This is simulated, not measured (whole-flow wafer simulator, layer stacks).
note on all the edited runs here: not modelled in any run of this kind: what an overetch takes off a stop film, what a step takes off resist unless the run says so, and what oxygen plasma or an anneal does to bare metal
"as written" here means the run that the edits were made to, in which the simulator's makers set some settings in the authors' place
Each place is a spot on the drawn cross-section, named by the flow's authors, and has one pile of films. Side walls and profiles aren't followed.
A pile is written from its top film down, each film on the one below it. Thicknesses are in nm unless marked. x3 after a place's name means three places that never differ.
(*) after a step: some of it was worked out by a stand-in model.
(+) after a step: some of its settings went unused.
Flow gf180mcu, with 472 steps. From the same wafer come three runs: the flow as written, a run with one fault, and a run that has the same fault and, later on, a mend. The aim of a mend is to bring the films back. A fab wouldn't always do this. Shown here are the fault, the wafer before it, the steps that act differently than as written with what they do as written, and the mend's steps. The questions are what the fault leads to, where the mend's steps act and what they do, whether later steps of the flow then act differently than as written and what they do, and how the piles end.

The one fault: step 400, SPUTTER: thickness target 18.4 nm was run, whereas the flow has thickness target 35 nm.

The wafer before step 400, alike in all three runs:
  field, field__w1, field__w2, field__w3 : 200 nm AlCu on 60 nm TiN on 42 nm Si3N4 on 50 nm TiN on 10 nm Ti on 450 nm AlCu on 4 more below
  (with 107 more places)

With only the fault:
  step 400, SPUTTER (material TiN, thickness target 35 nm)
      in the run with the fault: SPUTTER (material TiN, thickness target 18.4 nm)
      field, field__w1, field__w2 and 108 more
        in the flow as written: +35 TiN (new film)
        in the run with the fault: +18.4 TiN (new film)
  Steps further on in the flow that do not act as written (7 more steps, not shown, differ only slightly: by at most 2% or 0.5 nm, whichever is larger):
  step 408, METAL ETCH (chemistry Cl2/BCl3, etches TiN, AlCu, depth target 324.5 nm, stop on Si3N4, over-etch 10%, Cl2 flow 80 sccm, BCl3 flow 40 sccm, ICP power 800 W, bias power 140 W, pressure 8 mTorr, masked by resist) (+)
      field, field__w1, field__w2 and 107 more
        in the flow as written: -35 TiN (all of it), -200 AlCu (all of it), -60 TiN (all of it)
        in the run with the fault: -18.4 TiN (all of it), -200 AlCu (all of it), -60 TiN (all of it)
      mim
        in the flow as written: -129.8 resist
        in the run with the fault: -122.5 resist
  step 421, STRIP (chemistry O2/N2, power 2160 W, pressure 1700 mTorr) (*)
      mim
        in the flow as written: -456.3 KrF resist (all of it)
        in the run with the fault: -468.8 KrF resist (all of it)
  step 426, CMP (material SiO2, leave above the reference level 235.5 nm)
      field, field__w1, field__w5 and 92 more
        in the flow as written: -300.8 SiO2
        in the run with the fault: -317.4 SiO2
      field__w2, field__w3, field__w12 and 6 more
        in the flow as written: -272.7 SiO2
        in the run with the fault: -289.3 SiO2
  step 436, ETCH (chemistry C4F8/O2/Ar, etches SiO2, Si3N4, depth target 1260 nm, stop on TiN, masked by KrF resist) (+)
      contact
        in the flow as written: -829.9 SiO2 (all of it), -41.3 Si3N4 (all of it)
        in the run with the fault: -813.3 SiO2 (all of it), -41.3 Si3N4 (all of it)
  The piles end different from the flow's at field__w8, m1, m1__w1, mim, m1_nw by more than 2% or 0.5 nm, whichever is larger.
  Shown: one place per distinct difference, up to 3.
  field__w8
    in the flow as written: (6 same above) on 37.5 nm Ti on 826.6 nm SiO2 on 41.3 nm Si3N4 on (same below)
    in the run with the fault: (6 same above) on 37.5 nm Ti on 810 nm SiO2 on 41.3 nm Si3N4 on (same below)
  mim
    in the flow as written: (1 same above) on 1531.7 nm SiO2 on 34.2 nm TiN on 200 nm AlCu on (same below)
    in the run with the fault: (1 same above) on 1531.7 nm SiO2 on 17.6 nm TiN on 200 nm AlCu on (same below)

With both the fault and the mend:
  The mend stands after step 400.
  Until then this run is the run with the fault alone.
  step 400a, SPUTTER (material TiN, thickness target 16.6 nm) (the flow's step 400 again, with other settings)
      field, field__w1, field__w2 and 108 more
        +16.6 TiN
  Later steps of the flow that are run all act as written at every place that is followed.
  At every place that both follow, the piles at the end match the flow's.
